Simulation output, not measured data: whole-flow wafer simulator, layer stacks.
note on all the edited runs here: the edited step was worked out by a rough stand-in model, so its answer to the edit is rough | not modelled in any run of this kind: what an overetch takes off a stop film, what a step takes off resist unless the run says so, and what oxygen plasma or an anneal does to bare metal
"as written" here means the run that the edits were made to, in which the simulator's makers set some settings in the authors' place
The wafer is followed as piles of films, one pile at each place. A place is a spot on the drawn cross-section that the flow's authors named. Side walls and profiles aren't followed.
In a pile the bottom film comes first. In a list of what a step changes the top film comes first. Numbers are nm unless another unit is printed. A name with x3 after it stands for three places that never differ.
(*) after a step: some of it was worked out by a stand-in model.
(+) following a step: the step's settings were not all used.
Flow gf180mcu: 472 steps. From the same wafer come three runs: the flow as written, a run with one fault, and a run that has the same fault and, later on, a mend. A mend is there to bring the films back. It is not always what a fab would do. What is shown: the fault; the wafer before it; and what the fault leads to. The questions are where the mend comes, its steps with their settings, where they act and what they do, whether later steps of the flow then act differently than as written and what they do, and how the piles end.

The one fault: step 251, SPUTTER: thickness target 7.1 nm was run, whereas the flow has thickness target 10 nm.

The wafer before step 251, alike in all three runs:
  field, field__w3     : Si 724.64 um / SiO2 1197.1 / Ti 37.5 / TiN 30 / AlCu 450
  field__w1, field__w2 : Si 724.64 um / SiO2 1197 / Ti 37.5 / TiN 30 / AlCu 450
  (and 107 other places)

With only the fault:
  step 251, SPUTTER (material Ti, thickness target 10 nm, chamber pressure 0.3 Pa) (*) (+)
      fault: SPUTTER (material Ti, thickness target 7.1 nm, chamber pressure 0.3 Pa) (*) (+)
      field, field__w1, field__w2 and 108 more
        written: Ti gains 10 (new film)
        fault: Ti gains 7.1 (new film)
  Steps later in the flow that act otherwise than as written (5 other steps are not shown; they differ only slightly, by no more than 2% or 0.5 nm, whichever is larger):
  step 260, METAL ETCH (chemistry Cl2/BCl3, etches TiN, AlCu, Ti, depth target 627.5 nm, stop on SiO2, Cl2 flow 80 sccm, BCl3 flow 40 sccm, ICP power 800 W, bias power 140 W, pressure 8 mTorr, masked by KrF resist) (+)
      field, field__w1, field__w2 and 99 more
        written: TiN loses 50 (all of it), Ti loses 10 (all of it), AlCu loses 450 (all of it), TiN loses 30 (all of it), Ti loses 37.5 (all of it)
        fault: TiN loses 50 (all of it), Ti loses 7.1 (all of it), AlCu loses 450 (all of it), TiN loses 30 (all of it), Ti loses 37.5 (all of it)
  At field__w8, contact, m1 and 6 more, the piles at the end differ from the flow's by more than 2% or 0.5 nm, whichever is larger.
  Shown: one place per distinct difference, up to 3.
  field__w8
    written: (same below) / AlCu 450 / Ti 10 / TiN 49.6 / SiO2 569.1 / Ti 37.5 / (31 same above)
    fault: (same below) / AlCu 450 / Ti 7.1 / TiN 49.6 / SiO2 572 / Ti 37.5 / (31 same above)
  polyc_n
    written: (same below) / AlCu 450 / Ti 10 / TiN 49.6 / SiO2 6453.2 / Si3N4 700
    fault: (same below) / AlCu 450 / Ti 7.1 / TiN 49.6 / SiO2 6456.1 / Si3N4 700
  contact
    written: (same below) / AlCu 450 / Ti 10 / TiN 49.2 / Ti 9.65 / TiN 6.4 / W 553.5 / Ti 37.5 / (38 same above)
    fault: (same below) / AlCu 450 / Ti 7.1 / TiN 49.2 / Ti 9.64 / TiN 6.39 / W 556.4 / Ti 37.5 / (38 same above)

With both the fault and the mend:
  After step 251 comes the mend.
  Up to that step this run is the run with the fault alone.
  step 251a, SPUTTER (material Ti, thickness target 2.9 nm, chamber pressure 0.3 Pa) (*) (+) (a further turn of the flow's step 251, with different settings)
      field, field__w1, field__w2 and 108 more
        Ti gains 2.9
  Later steps of the flow that are run all act as written at every place that is followed.
  At every place that both follow, the piles at the end match the flow's.
